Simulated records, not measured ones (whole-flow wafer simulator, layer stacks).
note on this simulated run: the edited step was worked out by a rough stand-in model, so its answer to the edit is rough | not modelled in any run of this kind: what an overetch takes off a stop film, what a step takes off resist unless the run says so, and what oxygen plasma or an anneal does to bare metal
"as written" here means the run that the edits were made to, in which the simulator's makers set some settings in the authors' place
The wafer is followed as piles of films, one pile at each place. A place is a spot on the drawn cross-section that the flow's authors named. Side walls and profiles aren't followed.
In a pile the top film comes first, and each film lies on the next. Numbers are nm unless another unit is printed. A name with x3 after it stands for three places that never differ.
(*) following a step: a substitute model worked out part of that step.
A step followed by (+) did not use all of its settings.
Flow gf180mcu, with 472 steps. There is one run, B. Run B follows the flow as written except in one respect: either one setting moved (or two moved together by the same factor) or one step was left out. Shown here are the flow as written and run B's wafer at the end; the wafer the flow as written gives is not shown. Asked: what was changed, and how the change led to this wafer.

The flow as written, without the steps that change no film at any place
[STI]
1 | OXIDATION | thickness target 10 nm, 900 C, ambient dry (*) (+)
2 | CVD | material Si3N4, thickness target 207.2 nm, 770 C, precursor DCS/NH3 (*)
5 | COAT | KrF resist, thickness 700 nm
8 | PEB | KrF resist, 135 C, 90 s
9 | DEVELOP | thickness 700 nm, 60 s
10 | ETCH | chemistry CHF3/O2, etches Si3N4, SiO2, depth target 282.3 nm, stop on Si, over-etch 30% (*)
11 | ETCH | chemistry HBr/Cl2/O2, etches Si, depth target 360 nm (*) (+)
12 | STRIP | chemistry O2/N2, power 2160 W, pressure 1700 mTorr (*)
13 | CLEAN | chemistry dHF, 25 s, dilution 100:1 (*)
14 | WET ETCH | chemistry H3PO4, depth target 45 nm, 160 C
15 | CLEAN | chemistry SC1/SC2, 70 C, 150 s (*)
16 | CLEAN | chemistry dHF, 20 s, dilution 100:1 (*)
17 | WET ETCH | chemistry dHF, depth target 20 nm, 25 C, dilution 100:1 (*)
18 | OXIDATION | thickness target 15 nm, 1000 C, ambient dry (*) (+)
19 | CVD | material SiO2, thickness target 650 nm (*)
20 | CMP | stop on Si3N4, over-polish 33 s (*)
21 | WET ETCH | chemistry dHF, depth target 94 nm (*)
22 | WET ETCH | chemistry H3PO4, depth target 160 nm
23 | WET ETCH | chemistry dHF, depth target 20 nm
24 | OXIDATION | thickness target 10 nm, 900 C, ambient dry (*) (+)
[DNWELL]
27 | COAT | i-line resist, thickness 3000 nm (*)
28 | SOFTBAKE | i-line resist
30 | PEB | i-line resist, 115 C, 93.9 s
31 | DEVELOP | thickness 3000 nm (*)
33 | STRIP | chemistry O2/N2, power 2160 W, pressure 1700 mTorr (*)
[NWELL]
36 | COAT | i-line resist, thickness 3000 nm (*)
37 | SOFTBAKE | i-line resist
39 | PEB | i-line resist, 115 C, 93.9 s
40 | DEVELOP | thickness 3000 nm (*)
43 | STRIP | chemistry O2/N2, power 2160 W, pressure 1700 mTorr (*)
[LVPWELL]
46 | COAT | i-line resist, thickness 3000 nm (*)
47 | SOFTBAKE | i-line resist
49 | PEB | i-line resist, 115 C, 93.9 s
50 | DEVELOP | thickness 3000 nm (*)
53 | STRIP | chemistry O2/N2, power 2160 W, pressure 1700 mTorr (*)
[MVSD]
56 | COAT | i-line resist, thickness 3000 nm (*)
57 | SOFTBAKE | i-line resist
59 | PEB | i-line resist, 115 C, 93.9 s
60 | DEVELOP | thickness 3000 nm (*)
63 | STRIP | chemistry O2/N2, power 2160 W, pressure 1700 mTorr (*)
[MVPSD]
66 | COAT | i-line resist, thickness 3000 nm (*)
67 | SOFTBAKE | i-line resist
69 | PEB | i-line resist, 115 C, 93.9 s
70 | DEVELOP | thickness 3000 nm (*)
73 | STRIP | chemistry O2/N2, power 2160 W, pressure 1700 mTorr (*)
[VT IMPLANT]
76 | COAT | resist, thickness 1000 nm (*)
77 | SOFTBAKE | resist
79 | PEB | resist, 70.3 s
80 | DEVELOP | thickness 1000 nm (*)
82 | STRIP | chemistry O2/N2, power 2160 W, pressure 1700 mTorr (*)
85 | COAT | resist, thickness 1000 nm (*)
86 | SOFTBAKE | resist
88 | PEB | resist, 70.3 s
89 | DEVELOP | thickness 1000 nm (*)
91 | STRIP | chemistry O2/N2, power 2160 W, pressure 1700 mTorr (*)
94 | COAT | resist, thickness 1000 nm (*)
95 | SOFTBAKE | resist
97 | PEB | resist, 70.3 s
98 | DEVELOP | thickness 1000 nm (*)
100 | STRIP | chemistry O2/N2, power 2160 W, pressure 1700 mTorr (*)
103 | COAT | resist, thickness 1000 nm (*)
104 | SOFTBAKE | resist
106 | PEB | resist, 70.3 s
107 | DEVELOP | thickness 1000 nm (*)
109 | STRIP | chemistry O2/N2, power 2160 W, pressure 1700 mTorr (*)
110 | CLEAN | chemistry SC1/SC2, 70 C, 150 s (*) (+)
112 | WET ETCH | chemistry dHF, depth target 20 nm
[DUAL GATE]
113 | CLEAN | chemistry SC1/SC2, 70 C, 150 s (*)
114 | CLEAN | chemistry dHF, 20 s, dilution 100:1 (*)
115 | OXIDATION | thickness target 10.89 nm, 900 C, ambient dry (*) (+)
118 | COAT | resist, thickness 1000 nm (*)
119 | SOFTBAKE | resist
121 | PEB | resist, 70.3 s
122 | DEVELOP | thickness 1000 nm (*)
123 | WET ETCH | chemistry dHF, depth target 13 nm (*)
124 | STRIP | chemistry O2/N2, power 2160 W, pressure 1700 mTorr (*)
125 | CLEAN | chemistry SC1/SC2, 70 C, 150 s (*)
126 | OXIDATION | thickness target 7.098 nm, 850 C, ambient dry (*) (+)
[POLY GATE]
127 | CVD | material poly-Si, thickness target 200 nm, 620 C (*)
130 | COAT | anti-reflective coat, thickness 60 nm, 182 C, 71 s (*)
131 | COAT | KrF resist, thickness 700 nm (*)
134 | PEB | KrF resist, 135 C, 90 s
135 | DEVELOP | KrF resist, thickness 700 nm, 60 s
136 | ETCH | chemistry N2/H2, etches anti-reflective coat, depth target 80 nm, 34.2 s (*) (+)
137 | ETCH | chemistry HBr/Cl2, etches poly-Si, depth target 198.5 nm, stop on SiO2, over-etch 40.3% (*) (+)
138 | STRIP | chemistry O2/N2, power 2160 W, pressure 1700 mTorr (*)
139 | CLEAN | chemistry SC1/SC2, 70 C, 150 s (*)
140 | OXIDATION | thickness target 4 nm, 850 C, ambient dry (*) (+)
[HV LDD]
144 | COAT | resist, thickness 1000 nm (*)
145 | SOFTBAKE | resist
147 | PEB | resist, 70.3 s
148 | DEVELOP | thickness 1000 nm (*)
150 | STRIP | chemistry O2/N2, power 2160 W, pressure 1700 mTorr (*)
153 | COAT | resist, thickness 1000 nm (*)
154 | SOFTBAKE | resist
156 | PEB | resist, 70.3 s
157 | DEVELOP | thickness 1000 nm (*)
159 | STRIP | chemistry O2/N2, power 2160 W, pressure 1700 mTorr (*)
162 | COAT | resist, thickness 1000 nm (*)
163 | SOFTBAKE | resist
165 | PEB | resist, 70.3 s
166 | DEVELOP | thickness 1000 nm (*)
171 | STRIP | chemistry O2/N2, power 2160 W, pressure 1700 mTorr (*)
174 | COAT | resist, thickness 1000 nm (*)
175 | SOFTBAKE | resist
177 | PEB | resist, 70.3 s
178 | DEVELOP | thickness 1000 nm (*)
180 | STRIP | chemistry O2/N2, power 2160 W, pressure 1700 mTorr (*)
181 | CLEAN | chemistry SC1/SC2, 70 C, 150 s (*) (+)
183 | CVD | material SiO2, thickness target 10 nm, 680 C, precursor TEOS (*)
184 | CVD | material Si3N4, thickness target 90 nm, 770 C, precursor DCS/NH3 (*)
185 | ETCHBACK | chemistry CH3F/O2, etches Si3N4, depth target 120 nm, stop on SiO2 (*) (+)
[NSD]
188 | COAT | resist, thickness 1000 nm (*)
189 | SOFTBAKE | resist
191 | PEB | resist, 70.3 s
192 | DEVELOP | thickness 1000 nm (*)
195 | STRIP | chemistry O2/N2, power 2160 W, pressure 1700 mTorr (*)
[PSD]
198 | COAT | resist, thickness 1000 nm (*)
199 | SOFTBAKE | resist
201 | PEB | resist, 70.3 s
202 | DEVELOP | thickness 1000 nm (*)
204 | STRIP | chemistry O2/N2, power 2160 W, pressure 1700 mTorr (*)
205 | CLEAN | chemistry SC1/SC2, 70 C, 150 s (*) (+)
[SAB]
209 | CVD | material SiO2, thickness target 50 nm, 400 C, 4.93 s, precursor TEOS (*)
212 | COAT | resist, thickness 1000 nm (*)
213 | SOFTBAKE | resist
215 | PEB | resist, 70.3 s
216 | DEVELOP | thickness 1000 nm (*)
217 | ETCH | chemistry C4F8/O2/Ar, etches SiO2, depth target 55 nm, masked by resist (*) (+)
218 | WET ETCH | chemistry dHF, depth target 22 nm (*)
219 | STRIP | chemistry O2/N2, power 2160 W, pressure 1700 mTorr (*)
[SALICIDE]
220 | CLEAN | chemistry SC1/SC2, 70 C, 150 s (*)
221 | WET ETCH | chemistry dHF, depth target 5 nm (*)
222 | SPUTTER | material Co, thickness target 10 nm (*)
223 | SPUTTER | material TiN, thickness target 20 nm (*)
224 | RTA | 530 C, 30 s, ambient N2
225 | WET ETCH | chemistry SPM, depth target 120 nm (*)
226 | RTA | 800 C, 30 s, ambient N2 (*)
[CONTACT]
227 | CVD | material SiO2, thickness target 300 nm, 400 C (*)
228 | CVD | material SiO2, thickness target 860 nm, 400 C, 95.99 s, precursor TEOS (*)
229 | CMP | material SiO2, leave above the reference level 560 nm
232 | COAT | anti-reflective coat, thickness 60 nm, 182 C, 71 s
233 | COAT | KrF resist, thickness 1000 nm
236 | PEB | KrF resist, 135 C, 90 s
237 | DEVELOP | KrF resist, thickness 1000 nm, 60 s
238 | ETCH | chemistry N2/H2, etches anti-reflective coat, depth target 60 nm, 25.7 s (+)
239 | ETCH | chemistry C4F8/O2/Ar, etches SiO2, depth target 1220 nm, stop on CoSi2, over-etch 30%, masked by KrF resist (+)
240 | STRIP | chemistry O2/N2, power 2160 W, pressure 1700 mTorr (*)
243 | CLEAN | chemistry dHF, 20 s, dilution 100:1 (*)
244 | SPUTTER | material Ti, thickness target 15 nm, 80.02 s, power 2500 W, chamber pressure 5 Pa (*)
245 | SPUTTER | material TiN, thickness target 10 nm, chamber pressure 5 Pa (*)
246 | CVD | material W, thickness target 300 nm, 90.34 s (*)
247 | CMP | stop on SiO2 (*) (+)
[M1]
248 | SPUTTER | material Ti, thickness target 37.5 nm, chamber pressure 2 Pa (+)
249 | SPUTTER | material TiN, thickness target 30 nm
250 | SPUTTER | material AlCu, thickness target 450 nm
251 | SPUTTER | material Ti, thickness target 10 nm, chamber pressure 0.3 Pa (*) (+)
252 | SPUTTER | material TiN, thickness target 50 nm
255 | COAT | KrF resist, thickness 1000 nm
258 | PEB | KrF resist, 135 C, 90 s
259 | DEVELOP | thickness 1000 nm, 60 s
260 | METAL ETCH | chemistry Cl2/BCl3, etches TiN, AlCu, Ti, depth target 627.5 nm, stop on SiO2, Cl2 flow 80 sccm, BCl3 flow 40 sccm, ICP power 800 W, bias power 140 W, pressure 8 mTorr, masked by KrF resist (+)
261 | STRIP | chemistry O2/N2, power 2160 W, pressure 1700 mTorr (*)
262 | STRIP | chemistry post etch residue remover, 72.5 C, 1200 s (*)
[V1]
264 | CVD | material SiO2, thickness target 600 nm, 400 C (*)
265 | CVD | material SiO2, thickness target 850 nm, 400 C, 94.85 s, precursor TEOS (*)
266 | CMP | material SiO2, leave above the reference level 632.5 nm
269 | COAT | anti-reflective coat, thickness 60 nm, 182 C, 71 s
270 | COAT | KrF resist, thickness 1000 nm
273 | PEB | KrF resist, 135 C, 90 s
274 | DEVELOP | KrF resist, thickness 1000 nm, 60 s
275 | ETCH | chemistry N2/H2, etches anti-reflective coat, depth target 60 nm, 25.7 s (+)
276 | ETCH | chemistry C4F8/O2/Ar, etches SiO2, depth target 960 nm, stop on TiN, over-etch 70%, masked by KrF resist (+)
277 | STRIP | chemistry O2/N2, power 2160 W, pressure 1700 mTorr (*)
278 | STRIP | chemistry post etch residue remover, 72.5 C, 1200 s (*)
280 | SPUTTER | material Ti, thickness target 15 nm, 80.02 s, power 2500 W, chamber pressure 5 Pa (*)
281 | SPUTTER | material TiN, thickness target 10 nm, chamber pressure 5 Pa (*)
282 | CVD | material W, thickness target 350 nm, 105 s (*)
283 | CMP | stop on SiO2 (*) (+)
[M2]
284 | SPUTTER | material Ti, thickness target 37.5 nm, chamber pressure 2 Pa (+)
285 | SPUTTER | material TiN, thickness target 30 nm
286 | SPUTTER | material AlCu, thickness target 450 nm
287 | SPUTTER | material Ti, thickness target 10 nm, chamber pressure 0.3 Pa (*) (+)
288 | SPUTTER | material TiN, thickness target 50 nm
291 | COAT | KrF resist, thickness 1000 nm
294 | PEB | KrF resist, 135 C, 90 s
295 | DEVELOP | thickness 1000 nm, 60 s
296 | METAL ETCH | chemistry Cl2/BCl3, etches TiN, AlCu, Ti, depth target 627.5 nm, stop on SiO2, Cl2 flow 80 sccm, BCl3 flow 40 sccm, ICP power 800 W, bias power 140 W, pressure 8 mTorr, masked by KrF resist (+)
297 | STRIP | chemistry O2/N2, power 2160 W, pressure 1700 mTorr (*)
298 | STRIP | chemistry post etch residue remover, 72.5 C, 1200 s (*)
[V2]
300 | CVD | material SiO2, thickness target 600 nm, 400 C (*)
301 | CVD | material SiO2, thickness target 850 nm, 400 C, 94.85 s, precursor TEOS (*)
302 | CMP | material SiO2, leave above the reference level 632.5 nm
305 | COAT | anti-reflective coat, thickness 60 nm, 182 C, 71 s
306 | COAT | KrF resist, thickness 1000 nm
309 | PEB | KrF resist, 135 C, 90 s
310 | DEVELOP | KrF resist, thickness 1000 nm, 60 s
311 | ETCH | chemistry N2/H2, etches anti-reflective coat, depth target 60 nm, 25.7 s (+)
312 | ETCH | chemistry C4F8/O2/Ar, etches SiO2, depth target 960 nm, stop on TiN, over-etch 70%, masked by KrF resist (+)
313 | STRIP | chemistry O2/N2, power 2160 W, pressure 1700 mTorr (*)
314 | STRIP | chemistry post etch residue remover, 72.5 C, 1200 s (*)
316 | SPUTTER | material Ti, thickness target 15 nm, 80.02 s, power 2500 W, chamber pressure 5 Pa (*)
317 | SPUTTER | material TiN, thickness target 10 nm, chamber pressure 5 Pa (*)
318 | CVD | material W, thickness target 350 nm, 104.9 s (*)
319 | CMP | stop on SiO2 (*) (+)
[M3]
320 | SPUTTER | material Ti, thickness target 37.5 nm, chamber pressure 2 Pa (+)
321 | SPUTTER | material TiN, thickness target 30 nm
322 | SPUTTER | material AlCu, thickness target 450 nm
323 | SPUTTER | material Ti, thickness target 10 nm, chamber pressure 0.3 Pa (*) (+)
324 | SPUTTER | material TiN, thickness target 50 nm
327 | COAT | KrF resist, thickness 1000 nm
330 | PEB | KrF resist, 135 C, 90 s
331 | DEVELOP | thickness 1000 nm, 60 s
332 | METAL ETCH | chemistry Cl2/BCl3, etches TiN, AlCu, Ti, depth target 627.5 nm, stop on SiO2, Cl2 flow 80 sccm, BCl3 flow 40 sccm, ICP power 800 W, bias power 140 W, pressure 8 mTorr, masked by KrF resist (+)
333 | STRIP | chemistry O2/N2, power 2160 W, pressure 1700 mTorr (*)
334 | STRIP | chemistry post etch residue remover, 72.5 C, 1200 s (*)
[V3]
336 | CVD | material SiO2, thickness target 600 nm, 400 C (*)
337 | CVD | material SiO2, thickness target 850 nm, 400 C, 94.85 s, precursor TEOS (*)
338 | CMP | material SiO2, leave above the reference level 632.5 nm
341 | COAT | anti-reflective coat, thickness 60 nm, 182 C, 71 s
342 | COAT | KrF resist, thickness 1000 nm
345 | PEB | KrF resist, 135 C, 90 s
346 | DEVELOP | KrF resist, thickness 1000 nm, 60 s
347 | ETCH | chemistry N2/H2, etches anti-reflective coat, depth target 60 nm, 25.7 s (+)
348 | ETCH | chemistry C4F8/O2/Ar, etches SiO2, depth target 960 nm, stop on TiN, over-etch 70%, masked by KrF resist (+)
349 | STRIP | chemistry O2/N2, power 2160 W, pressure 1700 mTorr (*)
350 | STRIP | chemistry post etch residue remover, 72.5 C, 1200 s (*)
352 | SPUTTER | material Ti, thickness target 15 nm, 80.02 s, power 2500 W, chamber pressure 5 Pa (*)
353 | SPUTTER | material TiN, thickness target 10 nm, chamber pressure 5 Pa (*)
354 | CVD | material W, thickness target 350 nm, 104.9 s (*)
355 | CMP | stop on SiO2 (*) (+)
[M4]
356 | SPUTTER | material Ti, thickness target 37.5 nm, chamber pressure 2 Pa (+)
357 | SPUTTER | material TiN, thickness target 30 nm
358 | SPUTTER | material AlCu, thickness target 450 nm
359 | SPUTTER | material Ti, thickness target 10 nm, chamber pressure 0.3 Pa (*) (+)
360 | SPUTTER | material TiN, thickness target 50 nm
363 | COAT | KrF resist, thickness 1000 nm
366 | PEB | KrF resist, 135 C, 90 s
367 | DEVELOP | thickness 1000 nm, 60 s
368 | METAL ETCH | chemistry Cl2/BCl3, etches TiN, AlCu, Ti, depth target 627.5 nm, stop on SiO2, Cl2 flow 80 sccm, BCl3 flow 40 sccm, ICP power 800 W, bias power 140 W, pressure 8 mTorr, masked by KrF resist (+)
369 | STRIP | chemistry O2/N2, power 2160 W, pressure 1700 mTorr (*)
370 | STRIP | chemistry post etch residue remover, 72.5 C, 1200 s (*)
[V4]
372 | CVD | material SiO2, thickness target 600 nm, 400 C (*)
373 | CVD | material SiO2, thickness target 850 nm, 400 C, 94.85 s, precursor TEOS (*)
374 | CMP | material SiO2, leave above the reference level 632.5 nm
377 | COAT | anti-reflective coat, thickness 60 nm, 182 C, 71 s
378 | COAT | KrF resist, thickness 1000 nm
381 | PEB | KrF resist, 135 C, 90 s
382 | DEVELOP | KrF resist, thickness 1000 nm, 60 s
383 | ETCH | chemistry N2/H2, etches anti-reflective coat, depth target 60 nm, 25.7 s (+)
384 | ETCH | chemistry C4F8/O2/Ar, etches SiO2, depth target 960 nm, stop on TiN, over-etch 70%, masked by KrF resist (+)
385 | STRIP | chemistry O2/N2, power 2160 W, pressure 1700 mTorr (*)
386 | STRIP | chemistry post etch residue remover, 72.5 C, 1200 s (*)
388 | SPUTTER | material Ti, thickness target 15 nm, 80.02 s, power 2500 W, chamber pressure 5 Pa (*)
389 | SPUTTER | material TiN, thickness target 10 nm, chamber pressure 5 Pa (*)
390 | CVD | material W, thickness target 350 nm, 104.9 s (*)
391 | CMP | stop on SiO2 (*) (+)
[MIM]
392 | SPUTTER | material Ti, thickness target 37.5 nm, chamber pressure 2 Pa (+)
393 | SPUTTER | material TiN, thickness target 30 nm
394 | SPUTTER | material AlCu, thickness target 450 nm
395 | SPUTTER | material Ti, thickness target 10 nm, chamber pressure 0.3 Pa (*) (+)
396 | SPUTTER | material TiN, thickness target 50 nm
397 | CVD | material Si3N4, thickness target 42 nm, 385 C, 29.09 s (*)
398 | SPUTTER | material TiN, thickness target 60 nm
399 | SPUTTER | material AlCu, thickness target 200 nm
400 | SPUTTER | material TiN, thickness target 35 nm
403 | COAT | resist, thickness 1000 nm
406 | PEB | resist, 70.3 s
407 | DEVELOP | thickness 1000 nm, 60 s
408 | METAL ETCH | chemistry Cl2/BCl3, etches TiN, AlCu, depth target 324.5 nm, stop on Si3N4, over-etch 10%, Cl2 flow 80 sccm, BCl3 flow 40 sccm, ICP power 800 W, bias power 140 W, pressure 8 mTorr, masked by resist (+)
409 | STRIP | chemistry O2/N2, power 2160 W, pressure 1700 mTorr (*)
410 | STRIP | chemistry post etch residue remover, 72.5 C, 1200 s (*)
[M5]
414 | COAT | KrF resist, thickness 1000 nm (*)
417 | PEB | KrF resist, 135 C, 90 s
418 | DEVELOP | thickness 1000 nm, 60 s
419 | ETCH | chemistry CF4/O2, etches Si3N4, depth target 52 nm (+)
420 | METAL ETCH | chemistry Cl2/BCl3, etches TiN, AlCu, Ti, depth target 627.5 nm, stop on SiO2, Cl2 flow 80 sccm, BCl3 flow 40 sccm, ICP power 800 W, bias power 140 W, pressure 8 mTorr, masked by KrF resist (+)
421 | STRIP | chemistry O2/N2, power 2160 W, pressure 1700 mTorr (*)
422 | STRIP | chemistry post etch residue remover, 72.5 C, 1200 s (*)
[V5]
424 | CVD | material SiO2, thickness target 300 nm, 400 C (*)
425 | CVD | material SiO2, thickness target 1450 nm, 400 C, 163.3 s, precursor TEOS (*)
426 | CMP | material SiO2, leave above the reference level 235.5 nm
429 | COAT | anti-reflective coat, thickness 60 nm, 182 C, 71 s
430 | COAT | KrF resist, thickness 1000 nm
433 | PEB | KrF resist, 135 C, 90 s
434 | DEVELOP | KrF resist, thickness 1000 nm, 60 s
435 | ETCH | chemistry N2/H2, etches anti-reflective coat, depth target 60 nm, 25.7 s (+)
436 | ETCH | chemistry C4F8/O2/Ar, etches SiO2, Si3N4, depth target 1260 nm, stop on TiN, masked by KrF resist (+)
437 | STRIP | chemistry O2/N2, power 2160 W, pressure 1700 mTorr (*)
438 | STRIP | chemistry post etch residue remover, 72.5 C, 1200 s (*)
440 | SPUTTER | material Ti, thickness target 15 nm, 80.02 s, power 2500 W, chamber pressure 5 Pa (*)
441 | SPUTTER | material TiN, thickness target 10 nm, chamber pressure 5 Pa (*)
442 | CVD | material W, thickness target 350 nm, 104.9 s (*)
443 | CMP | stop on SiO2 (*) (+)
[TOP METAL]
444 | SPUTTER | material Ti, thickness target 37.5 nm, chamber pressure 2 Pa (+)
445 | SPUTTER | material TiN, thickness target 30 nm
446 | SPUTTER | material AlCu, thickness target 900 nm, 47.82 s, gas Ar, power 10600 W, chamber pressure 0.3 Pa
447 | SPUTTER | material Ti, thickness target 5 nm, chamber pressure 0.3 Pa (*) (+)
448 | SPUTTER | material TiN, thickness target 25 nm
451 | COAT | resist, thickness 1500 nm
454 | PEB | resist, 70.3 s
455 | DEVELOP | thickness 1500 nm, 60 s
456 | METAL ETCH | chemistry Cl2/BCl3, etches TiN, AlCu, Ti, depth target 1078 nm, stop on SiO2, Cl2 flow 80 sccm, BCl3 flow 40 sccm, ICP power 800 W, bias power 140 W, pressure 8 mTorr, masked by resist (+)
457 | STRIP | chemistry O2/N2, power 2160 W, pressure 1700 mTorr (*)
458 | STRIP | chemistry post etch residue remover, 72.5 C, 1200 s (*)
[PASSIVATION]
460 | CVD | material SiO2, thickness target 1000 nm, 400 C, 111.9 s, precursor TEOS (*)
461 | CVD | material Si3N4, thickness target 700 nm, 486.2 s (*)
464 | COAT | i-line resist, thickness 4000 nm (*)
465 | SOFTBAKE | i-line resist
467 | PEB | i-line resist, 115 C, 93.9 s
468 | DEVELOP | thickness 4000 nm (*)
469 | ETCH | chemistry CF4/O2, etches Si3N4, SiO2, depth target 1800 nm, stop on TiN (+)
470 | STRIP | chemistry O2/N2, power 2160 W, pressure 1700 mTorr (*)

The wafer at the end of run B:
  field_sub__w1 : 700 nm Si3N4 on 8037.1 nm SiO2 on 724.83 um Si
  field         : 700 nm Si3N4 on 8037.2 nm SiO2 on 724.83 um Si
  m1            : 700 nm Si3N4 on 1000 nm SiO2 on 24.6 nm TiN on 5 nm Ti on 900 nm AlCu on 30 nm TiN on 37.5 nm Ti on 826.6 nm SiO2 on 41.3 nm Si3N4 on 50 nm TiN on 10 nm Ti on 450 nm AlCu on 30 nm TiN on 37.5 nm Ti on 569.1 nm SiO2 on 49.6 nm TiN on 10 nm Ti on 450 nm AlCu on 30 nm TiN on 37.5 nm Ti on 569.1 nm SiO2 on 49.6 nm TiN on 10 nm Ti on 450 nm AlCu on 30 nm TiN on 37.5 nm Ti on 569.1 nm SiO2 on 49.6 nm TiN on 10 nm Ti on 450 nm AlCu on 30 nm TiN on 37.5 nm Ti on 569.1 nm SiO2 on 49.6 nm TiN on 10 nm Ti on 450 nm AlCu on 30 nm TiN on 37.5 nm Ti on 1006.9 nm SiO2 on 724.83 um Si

The reason: step 11, ETCH: depth target 169 nm was run, though the flow has depth target 360 nm.

How this came from the change, step by step:
  11 | ETCH | chemistry HBr/Cl2/O2, etches Si, depth target 360 nm (*) (+)
      active, n_well, p_well and 40 more: KrF resist loses 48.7 (in the flow as written it would be: KrF resist loses 112.3)
      field, field_sub, sti and 34 more: Si loses 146 (in the flow as written it would be: Si loses 337)
  12 | STRIP | chemistry O2/N2, power 2160 W, pressure 1700 mTorr (*)
      active, n_well, p_well and 40 more: KrF resist loses 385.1 (all of it) (in the flow as written it would be: KrF resist loses 321.4 (all of it))
  19 | CVD | material SiO2, thickness target 650 nm (*)
      ld_fp_n, ld_drift_n, ld_fp_p and 7 more: SiO2 gains 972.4 (in the flow as written it would be: SiO2 gains 1163.4)
      m1: SiO2 gains 650 (in the flow as written it would be: SiO2 gains 1163.4)
  20 | CMP | stop on Si3N4, over-polish 33 s (*)
      sti, mim_1p0, pad and 11 more: SiO2 loses 329.5 (in the flow as written it would be: SiO2 loses 138.5)
      nw_enc_fld, nw_enc_fld_lv: SiO2 loses 333.5 (in the flow as written it would be: SiO2 loses 142.5)
      (as well as at 11 more places)
  24 | OXIDATION | thickness target 10 nm, 900 C, ambient dry (*) (+)
      sti, mim_1p0, pad and 19 more: SiO2 gains 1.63, Si loses 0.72 (in the flow as written it would be: SiO2 gains 1.02, Si loses 0.45)
      field, mim, npoly_sal, nw_sep_fld: SiO2 gains 1.68, Si loses 0.74 (in the flow as written it would be: SiO2 gains 1.04, Si loses 0.46)
      (as well as at 11 more places)
  115 | OXIDATION | thickness target 10.89 nm, 900 C, ambient dry (*) (+)
      sti, mim_1p0, pad and 19 more: SiO2 gains 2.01, Si loses 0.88 (in the flow as written it would be: SiO2 gains 1.22, Si loses 0.54)
      field, field__w1, field__w2, field__w3, field__w6, field__w12, mim, nw_sep_fld: SiO2 gains 2.08, Si loses 0.91 (in the flow as written it would be: SiO2 gains 1.25, Si loses 0.55)
      (as well as at 19 more places)
  189 | SOFTBAKE | resist
      field__w9: resist loses 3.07 (in the flow as written it would be: resist gains 6.92)
      active_hv: resist loses 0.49 (in the flow as written it would be: resist gains 2.68)
      (as well as at 1 more place)
  199 | SOFTBAKE | resist
      field__w9: resist loses 3.07 (in the flow as written it would be: resist gains 6.92)
      active_hv: resist loses 0.49 (in the flow as written it would be: resist gains 2.68)
      (as well as at 1 more place)
